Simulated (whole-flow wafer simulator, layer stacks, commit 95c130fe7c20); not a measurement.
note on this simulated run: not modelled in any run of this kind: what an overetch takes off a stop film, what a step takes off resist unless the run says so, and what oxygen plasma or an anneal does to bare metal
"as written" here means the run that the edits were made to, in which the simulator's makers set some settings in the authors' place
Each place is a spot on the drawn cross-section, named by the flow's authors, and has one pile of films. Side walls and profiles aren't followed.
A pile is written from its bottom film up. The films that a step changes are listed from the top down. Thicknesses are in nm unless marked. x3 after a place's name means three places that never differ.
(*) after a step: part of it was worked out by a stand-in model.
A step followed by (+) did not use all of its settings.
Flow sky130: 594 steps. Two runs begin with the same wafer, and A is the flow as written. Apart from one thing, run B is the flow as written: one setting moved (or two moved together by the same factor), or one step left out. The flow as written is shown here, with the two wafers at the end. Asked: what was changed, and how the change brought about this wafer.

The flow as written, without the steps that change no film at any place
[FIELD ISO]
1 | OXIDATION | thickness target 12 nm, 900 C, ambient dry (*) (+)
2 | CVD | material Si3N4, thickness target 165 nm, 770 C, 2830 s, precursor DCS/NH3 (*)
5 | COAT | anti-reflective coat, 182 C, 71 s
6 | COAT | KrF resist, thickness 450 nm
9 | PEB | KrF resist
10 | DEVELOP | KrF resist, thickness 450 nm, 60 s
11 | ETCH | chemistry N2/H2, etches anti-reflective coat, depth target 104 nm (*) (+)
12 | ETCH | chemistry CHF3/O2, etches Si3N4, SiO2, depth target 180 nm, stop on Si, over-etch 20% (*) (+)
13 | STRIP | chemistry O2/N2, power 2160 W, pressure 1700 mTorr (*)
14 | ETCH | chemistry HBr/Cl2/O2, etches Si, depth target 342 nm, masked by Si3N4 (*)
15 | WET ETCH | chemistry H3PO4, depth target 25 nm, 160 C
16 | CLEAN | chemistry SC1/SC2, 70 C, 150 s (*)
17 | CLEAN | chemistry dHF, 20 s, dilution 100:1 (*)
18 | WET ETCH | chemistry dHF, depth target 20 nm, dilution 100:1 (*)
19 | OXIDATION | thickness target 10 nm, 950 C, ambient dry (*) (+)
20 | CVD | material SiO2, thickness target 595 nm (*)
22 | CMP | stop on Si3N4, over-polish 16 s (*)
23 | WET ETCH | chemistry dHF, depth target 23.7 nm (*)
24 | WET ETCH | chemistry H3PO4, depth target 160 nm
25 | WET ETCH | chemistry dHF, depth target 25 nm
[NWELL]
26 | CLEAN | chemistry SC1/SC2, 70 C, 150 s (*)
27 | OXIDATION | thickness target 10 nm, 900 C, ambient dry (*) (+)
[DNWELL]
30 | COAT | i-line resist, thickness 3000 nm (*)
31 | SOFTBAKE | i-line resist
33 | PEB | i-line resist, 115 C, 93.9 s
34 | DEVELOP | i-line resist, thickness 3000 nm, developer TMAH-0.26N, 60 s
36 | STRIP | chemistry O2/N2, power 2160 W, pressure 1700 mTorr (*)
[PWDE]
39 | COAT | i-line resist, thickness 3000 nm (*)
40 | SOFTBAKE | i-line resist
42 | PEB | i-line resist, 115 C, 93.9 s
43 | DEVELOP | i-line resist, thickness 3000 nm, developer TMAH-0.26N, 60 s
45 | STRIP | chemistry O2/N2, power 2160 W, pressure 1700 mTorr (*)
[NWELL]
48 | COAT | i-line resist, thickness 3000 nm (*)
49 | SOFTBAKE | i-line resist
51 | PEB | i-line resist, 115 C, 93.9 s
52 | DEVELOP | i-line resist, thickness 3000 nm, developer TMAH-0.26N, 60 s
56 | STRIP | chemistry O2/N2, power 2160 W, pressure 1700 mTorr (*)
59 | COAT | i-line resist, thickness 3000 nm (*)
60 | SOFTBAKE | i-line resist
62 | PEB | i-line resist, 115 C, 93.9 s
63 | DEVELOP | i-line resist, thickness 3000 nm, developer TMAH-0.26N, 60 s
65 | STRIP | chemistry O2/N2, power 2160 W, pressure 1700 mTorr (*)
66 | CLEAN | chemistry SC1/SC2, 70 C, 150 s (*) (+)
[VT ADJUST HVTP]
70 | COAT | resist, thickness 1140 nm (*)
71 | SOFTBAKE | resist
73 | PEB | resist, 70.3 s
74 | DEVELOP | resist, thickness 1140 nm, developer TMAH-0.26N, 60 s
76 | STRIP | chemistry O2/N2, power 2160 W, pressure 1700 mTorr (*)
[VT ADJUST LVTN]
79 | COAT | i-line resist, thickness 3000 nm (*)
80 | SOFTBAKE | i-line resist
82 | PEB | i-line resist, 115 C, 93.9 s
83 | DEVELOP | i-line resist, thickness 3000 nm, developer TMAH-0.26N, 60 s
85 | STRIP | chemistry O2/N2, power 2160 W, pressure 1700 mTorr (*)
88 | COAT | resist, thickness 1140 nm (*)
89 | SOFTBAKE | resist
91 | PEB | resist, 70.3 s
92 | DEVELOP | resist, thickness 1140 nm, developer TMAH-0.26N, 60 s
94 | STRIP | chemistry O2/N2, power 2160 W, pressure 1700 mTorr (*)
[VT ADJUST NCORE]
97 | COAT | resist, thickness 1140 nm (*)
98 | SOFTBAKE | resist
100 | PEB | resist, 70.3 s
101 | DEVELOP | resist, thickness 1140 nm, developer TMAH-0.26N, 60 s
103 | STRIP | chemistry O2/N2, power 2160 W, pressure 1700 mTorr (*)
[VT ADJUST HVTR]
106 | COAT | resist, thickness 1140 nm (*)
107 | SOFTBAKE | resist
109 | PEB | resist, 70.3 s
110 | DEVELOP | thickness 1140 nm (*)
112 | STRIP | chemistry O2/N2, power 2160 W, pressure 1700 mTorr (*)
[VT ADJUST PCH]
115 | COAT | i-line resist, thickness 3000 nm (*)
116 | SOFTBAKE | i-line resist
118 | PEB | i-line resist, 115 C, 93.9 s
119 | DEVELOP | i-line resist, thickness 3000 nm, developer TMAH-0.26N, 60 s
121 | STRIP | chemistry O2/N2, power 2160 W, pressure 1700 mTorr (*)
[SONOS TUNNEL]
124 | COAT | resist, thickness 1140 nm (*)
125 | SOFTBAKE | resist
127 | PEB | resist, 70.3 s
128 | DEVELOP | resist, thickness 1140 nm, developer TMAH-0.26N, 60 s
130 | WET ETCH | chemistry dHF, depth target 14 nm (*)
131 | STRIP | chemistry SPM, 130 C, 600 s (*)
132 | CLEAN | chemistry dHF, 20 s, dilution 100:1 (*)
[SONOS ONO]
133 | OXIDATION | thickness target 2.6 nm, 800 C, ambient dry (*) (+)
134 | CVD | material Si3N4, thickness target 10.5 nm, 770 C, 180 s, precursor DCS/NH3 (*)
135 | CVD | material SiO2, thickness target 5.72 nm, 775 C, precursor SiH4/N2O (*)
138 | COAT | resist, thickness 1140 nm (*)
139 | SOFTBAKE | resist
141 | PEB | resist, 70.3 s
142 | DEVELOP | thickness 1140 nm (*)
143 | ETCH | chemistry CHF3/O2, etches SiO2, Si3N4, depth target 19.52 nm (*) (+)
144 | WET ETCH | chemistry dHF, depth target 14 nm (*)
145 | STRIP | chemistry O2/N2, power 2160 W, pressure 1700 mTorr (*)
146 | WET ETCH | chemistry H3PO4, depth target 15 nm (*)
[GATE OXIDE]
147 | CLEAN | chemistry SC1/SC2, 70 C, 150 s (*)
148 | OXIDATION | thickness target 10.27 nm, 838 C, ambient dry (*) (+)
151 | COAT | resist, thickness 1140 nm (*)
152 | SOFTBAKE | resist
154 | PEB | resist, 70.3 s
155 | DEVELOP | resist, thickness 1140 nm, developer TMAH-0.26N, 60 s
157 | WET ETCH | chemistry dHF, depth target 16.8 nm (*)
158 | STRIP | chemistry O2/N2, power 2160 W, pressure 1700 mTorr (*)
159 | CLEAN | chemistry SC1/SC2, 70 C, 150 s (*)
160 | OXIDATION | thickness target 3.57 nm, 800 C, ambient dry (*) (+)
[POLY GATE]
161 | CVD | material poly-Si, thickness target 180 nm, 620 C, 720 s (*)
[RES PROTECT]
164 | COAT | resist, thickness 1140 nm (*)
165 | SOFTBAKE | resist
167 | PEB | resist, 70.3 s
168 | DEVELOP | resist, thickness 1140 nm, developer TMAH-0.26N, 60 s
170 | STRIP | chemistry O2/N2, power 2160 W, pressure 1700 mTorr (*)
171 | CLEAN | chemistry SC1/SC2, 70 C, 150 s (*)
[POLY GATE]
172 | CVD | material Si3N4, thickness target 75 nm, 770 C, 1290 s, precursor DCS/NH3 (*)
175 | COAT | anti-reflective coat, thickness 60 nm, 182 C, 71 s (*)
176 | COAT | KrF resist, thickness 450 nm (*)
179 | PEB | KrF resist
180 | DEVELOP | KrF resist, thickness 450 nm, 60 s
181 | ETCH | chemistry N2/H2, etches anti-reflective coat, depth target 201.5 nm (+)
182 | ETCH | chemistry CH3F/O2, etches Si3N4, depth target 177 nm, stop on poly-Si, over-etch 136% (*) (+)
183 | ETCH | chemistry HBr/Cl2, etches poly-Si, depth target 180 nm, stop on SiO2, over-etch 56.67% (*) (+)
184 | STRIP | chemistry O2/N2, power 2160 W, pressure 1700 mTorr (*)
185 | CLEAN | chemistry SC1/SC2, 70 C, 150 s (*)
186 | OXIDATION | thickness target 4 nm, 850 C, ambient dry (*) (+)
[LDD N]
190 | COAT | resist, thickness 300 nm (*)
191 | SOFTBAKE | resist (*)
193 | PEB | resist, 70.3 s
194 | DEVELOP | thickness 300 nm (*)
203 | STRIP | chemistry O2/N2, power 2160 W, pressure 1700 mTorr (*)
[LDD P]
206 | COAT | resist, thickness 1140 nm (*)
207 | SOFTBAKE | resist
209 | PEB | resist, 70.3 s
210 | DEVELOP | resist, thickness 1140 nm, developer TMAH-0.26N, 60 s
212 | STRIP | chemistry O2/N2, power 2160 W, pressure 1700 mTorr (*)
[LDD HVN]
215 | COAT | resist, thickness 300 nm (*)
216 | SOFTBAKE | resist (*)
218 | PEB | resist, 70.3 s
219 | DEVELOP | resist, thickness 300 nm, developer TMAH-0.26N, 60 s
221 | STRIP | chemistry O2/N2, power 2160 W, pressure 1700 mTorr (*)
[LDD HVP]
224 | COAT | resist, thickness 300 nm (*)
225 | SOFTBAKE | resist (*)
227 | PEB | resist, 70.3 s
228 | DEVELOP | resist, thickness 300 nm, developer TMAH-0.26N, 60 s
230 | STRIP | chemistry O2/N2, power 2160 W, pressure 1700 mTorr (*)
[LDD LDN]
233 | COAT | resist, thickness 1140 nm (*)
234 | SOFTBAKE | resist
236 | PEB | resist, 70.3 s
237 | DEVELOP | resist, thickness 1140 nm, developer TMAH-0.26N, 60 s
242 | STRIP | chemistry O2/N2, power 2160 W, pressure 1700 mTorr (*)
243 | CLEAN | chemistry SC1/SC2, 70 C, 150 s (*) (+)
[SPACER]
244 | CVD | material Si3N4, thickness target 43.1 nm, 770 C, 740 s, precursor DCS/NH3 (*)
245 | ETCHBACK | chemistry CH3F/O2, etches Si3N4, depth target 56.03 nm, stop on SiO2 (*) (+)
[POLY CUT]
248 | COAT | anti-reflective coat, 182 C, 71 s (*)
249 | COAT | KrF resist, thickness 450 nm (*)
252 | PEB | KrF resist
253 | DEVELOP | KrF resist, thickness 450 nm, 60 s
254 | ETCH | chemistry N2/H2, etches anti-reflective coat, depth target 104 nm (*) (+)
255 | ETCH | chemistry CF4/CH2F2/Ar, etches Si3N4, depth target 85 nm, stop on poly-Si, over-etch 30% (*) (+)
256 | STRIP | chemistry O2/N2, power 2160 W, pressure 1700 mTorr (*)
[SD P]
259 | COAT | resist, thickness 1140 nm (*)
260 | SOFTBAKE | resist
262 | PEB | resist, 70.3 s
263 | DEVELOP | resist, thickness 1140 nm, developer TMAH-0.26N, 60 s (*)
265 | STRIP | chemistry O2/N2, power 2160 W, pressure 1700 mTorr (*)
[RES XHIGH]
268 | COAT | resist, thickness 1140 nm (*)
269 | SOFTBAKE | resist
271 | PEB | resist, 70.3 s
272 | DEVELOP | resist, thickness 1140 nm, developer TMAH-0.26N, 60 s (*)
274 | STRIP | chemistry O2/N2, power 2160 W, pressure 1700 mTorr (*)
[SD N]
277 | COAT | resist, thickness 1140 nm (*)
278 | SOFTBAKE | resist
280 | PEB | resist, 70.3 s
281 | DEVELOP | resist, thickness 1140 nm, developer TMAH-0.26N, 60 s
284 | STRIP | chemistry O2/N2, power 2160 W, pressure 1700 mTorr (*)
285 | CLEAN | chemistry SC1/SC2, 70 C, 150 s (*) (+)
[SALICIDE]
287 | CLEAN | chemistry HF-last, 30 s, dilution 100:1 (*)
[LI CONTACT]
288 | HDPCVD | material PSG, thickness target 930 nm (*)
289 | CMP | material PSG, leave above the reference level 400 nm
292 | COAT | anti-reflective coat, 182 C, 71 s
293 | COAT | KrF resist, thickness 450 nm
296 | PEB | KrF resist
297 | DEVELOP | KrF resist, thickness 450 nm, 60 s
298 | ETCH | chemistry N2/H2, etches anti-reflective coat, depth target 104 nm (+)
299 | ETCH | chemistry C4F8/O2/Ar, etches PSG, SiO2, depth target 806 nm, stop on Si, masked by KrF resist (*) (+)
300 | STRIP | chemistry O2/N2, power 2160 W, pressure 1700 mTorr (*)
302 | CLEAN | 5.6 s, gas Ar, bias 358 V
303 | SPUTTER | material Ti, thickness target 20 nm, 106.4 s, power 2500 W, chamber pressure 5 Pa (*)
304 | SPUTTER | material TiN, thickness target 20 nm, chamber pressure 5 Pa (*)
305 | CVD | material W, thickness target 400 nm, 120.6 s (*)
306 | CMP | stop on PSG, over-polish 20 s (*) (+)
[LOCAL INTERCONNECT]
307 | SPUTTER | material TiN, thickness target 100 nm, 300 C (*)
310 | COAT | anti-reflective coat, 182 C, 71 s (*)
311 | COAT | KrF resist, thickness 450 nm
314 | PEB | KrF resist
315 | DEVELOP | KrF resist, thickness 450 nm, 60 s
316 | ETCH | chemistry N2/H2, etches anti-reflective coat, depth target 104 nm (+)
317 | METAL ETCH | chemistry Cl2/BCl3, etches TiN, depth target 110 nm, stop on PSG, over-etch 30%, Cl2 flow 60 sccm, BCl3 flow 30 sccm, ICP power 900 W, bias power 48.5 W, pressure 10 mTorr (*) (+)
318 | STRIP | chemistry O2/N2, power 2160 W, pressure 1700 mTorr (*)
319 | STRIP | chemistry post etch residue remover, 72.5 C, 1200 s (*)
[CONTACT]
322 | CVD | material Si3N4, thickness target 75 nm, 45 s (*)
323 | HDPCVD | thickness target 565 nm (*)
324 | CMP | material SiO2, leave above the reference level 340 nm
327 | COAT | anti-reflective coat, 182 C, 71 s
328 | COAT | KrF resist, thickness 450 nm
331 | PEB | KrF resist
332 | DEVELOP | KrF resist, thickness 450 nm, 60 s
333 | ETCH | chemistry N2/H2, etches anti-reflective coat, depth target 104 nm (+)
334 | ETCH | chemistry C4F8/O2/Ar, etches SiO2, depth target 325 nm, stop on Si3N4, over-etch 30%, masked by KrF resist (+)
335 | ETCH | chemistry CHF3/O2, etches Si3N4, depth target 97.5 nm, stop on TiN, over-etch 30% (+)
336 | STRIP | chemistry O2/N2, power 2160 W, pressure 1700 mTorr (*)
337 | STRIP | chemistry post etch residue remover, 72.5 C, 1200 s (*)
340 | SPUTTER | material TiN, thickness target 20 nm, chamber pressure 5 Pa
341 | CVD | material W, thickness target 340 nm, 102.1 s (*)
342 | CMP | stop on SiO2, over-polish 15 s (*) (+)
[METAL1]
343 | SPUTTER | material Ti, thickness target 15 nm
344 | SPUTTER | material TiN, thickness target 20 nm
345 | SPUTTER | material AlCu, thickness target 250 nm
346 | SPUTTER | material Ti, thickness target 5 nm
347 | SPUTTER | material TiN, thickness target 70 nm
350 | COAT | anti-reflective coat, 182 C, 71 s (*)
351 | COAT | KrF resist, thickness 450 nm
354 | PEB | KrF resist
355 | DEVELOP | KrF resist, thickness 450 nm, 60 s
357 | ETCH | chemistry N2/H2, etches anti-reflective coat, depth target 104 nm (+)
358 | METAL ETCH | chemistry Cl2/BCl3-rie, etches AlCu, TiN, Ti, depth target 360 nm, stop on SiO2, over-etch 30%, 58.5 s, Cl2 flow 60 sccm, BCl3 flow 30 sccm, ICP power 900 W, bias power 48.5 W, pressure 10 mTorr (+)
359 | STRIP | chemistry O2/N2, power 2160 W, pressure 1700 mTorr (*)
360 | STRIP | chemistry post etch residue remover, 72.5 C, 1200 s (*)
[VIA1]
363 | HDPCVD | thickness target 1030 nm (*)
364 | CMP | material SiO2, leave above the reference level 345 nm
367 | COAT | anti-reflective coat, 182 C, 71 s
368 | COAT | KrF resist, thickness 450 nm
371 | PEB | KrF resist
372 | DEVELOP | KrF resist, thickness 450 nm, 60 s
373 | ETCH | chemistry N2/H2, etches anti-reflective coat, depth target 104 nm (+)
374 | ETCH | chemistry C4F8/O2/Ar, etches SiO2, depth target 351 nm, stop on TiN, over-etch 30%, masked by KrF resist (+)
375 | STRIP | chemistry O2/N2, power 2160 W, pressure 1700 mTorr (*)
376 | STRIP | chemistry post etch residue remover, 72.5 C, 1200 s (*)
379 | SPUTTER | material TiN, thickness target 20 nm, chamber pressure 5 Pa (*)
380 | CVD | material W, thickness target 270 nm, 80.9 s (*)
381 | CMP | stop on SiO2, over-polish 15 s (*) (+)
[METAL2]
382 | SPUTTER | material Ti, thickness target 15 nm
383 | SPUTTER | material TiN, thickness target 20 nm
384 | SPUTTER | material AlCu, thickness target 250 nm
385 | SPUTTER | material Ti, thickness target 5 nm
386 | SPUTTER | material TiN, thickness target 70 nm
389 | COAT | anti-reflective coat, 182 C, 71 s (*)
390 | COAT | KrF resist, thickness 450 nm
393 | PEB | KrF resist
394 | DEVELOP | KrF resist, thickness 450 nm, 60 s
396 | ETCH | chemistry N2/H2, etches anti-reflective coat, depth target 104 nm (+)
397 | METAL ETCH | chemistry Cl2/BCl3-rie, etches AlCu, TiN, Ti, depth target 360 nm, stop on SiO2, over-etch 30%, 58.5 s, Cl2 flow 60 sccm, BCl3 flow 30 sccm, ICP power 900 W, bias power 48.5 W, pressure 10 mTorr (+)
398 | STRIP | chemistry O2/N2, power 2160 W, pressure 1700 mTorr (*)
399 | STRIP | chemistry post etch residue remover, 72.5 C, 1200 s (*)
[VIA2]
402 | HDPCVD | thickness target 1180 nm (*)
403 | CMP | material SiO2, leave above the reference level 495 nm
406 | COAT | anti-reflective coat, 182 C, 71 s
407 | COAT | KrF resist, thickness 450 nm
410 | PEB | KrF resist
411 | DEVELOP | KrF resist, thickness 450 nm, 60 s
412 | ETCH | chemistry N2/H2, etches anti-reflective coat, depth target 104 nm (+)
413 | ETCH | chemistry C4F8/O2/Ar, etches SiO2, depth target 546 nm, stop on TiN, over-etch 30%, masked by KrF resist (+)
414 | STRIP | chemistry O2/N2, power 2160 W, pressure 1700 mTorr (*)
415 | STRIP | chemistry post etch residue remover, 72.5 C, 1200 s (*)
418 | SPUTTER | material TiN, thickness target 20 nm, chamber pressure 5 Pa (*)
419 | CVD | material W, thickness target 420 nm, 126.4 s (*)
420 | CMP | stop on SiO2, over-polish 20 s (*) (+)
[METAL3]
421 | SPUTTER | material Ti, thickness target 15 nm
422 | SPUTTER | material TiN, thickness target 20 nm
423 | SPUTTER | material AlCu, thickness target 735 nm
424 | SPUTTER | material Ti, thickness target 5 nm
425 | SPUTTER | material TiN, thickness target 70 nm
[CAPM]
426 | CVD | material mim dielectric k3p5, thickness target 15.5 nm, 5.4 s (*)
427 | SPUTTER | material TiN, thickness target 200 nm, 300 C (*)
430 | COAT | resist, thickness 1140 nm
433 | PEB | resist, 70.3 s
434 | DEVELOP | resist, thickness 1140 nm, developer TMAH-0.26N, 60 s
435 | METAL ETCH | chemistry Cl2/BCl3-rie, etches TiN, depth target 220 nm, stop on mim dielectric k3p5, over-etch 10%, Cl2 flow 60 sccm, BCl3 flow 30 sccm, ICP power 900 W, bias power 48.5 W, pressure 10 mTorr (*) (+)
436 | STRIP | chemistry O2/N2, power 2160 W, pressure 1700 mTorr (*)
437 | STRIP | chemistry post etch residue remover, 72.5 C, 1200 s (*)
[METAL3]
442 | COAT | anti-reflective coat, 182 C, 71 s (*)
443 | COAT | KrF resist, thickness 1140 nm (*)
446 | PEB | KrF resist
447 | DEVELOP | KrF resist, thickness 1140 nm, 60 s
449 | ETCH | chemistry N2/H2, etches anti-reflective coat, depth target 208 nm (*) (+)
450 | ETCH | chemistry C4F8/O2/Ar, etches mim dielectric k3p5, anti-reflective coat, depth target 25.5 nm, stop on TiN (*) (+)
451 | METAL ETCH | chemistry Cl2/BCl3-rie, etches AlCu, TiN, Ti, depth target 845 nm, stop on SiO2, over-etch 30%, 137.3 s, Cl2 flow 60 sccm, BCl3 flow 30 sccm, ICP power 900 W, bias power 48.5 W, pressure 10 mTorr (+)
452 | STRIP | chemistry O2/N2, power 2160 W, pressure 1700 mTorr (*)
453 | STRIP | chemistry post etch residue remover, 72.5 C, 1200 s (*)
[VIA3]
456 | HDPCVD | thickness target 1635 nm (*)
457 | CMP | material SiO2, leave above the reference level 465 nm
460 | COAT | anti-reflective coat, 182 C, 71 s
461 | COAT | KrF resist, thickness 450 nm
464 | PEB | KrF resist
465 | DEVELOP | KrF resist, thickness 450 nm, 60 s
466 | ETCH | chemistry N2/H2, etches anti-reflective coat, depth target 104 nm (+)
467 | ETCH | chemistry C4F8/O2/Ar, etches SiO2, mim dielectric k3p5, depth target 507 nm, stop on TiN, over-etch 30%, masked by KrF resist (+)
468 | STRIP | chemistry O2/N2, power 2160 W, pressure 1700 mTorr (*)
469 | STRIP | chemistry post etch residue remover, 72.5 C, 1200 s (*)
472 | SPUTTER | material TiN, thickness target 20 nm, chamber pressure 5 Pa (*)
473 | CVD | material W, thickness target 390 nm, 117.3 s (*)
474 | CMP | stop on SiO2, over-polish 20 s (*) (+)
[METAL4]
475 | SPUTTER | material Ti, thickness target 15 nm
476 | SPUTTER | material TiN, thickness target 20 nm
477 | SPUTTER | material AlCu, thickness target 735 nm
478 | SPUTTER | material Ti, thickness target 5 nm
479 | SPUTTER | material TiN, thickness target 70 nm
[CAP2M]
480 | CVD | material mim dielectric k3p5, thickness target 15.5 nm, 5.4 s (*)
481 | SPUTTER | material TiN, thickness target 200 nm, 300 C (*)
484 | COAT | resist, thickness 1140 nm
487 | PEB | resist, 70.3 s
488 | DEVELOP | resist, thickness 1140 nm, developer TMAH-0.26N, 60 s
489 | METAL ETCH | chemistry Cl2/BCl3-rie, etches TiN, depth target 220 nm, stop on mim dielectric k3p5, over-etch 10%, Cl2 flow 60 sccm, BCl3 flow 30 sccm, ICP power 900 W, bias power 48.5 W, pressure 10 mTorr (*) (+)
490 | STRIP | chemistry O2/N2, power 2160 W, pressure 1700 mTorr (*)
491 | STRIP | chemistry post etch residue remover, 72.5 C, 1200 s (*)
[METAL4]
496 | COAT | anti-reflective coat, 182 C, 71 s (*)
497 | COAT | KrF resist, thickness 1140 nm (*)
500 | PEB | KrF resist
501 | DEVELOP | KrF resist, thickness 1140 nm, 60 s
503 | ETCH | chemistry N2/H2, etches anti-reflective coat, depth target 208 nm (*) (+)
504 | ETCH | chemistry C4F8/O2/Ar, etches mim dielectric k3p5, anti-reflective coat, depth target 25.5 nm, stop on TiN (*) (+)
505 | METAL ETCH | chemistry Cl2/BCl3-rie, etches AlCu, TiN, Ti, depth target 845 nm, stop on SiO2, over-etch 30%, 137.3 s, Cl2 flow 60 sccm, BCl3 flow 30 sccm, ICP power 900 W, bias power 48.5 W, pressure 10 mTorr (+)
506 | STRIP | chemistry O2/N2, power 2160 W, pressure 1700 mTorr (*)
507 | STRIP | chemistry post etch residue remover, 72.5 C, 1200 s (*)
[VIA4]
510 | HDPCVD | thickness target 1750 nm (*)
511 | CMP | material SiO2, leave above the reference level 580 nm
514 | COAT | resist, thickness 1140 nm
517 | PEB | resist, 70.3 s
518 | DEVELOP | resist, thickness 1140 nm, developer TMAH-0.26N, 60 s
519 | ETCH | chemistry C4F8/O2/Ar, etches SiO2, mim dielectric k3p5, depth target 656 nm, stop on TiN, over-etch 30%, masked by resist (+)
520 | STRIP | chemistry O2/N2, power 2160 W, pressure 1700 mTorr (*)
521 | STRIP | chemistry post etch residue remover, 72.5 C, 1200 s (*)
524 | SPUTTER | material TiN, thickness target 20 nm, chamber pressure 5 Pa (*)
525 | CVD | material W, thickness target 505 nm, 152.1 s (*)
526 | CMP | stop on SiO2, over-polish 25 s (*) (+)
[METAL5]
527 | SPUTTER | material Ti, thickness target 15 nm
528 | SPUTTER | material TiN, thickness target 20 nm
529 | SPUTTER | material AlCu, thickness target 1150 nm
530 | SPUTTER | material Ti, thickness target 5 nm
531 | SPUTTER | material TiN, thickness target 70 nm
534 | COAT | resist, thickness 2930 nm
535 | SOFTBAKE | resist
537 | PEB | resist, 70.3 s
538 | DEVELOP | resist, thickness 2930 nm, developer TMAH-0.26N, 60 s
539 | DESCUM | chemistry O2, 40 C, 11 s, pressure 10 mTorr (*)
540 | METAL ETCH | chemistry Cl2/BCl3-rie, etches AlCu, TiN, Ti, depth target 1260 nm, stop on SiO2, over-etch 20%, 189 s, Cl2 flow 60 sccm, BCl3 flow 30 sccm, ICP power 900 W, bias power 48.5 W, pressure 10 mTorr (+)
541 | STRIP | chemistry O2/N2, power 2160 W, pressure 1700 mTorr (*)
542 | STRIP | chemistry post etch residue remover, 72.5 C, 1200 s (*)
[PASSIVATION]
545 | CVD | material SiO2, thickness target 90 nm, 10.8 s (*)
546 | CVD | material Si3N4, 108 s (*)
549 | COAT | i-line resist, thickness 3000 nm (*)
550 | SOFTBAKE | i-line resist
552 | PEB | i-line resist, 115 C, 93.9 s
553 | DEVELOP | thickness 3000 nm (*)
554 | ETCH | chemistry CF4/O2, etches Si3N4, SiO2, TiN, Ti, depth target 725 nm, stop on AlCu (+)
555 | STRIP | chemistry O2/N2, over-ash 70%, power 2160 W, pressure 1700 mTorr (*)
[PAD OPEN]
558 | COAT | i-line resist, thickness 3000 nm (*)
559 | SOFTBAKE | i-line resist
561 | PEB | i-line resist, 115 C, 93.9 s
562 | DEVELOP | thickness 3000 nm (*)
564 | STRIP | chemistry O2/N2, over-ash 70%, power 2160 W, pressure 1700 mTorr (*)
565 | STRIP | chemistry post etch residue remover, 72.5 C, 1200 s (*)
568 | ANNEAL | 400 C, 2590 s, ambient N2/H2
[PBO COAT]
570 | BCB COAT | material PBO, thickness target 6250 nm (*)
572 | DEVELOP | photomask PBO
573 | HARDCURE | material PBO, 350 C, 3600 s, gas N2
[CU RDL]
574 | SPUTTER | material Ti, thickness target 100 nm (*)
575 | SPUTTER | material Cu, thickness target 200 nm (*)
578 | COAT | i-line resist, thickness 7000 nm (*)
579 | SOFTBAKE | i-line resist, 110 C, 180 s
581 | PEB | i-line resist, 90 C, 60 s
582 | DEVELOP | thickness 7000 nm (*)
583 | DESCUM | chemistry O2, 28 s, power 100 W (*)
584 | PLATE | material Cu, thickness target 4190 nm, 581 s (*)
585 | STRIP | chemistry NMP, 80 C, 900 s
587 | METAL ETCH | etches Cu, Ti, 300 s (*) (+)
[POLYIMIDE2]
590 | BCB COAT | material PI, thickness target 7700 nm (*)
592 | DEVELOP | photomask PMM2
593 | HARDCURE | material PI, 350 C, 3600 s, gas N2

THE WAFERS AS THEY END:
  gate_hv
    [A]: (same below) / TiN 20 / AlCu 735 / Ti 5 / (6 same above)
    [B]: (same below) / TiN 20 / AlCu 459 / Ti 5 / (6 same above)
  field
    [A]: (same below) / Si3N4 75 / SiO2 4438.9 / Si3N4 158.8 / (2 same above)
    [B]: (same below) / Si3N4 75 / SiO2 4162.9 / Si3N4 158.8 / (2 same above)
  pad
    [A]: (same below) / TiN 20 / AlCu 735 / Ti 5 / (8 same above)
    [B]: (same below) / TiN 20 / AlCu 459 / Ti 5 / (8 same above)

What caused this: step 477, SPUTTER: thickness target 459 nm was run, though the flow has thickness target 735 nm.
The wafer itself shows it: gate_hv has AlCu 459, and step 477 as written asks for 735 nm.

How this came from the change, step by step:
  477 | SPUTTER | material AlCu, thickness target 735 nm
      field, active, n_well and 189 more: A +735 AlCu (new film) | B +459 AlCu (new film)
  505 | METAL ETCH | chemistry Cl2/BCl3-rie, etches AlCu, TiN, Ti, depth target 845 nm, stop on SiO2, over-etch 30%, 137.3 s, Cl2 flow 60 sccm, BCl3 flow 30 sccm, ICP power 900 W, bias power 48.5 W, pressure 10 mTorr (+)
      field, gate, spacer and 61 more: A -70 TiN (all of it), -5 Ti (all of it), -735 AlCu (all of it), -20 TiN (all of it), -15 Ti (all of it), -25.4 SiO2 | B -70 TiN (all of it), -5 Ti (all of it), -459 AlCu (all of it), -20 TiN (all of it), -15 Ti (all of it), -52.9 SiO2
      vpp_iso1, m1_ln, poly_licon and 8 more: A -70 TiN (all of it), -5 Ti (all of it), -735 AlCu (all of it), -20 TiN (all of it), -15 Ti (all of it), -25.3 SiO2 | B -70 TiN (all of it), -5 Ti (all of it), -459 AlCu (all of it), -20 TiN (all of it), -15 Ti (all of it), -52.9 SiO2
      (also at 13 further places)
  511 | CMP | material SiO2, leave above the reference level 580 nm
      field, active, gate and 67 more: A -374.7 SiO2 | B -623.1 SiO2
      vpp_ln, vpp_iso2, mim_edge_plate and 7 more: A -374.7 SiO2 | B -623 SiO2
      (also at 8 further places)
